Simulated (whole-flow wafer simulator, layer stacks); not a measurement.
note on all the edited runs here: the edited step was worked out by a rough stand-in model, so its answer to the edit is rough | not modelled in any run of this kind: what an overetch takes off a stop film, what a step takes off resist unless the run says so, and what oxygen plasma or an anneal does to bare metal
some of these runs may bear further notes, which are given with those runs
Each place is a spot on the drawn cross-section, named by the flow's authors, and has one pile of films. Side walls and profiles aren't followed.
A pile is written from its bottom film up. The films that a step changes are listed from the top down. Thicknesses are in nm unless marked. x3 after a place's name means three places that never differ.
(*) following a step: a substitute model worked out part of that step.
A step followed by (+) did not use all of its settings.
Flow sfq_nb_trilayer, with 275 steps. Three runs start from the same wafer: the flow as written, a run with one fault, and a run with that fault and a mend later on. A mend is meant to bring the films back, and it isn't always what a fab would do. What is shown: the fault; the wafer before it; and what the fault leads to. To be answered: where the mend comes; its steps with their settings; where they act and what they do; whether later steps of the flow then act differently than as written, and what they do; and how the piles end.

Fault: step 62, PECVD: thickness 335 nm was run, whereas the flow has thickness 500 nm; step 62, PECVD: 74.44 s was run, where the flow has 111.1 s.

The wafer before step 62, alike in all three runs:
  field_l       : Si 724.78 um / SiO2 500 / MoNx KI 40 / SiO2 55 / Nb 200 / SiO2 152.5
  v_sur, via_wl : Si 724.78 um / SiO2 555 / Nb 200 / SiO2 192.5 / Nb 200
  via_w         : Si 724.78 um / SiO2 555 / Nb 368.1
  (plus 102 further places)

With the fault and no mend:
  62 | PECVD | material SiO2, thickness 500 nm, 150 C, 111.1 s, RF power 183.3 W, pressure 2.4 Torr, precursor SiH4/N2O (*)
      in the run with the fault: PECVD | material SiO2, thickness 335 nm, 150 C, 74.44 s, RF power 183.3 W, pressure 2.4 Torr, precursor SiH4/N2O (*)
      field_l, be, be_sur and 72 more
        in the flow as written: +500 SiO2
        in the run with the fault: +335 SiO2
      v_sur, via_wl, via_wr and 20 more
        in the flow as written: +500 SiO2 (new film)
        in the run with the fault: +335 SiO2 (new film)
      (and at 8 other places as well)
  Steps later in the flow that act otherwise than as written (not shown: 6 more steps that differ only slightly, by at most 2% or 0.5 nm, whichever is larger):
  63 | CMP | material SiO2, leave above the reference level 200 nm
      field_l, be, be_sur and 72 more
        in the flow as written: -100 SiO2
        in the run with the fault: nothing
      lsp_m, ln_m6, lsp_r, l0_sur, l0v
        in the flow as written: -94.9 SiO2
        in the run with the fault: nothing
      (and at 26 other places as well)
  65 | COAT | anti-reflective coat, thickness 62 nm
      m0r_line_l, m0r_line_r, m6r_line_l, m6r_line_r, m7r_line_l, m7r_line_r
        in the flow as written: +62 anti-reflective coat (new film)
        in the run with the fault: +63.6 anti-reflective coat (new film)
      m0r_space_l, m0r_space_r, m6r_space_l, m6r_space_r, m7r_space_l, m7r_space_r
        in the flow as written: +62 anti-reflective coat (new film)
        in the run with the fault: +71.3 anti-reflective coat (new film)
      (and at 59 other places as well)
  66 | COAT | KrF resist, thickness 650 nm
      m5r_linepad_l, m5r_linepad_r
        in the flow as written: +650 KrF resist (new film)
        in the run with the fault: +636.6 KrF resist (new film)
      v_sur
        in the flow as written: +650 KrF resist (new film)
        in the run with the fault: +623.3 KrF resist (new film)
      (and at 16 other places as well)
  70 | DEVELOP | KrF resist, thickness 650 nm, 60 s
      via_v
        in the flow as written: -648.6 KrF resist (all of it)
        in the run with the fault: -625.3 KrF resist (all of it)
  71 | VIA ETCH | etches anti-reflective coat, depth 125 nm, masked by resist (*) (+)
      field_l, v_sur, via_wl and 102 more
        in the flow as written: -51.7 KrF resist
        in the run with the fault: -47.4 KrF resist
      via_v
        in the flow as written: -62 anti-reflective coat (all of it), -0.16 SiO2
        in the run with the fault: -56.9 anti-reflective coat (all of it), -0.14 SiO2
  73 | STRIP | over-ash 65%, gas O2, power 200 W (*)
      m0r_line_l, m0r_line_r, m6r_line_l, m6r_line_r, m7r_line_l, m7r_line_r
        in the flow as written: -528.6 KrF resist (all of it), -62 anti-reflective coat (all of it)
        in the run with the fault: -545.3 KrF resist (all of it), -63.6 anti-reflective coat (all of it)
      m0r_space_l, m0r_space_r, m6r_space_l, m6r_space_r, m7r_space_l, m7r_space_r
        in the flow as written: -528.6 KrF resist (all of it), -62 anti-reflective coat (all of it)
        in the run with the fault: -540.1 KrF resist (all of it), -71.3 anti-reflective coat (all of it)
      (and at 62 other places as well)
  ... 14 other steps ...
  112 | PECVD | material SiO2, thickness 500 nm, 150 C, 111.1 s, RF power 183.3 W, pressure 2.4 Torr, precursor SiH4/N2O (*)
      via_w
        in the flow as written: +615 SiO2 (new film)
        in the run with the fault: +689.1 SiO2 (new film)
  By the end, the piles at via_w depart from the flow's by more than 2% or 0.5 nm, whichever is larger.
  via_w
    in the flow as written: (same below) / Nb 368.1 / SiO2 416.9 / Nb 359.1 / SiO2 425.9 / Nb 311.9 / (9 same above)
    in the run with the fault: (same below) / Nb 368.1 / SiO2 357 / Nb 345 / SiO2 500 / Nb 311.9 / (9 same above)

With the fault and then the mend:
  After step 62 comes the mend.
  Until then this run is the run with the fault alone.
  62a | PECVD | material SiO2, thickness 165 nm, 150 C, 36.67 s, RF power 183.3 W, pressure 2.4 Torr, precursor SiH4/N2O (the flow's step 62, run once more with other settings)
      field_l, v_sur, via_wl and 102 more
        +165 SiO2
      via_w
        +154.7 SiO2
  Steps later in the flow that act otherwise than as written:
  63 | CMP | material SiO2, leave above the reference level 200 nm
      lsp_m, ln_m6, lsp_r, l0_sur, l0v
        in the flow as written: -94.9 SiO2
        in the run with the mend: -100 SiO2
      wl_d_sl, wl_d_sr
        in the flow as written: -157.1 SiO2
        in the run with the mend: -100 SiO2
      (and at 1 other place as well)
  At every place that both follow, the piles at the end match the flow's.
